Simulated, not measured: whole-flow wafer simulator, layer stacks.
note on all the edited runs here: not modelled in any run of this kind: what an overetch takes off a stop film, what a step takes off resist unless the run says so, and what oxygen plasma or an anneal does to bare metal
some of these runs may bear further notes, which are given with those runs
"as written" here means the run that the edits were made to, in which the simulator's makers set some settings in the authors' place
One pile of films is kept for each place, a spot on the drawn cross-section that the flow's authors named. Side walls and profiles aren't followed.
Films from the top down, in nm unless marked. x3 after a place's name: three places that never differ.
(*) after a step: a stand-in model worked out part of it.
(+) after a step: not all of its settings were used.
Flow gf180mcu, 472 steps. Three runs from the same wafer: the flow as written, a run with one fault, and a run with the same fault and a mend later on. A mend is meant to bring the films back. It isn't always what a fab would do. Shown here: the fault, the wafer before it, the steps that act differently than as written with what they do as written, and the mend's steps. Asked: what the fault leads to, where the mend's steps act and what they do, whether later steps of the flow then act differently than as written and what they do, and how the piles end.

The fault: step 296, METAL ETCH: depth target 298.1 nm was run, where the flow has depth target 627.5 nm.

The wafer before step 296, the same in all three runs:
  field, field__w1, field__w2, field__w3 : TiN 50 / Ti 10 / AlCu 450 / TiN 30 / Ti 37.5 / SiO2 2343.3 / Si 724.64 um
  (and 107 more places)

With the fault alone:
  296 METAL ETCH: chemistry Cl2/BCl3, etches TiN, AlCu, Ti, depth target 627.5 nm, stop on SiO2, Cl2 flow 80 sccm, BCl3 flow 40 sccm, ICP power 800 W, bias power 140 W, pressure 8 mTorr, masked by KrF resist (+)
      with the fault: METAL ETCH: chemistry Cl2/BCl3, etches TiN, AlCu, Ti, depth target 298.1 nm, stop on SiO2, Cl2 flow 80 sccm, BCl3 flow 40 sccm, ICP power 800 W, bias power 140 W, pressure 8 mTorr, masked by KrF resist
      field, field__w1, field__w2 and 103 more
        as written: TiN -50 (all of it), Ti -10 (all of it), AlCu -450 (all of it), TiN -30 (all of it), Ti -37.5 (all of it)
        with the fault: TiN -50 (all of it), Ti -10 (all of it), AlCu -238.1
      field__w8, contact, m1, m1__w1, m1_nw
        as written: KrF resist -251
        with the fault: KrF resist -119.2
  Later steps of the flow that act differently than as written:
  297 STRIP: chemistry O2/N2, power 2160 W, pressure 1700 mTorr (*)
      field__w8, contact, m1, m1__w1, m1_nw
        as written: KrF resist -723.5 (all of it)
        with the fault: KrF resist -855.3 (all of it)
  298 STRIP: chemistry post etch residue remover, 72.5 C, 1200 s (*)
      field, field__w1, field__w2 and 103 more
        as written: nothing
        with the fault: AlCu -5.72
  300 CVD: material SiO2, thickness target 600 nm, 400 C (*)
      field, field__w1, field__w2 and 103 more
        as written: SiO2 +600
        with the fault: SiO2 +600 (new film)
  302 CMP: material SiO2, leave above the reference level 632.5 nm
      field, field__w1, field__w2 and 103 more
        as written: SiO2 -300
        with the fault: SiO2 -573.7
  At the end the piles differ from the flow's by more than 2% or 0.5 nm, whichever is larger, at field, field__w1, field__w2 and 104 more.
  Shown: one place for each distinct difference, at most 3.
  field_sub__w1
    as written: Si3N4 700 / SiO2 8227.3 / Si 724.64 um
    with the fault: Si3N4 700 / SiO2 5610.3 / AlCu 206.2 / TiN 30 / Ti 37.5 / SiO2 2343.2 / Si 724.64 um
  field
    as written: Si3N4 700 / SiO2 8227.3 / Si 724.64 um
    with the fault: Si3N4 700 / SiO2 5610.3 / AlCu 206.2 / TiN 30 / Ti 37.5 / SiO2 2343.3 / Si 724.64 um
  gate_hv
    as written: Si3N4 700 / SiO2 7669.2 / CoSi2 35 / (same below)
    with the fault: Si3N4 700 / SiO2 5610.3 / AlCu 206.2 / TiN 30 / Ti 37.5 / SiO2 1785.1 / CoSi2 35 / (same below)

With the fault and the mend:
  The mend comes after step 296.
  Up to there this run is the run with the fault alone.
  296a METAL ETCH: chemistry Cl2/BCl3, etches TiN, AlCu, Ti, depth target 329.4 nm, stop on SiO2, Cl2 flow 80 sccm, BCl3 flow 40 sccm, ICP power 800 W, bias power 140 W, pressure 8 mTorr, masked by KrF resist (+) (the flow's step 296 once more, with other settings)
      field, field__w1, field__w2 and 103 more
        AlCu -211.9 (all of it), TiN -30 (all of it), Ti -37.5 (all of it)
      field__w8, contact, m1, m1__w1, m1_nw
        KrF resist -131.8
  No later step of the flow acts differently than as written at any place that is followed.
  At the end the piles are the same as the flow's at every place that both follow.
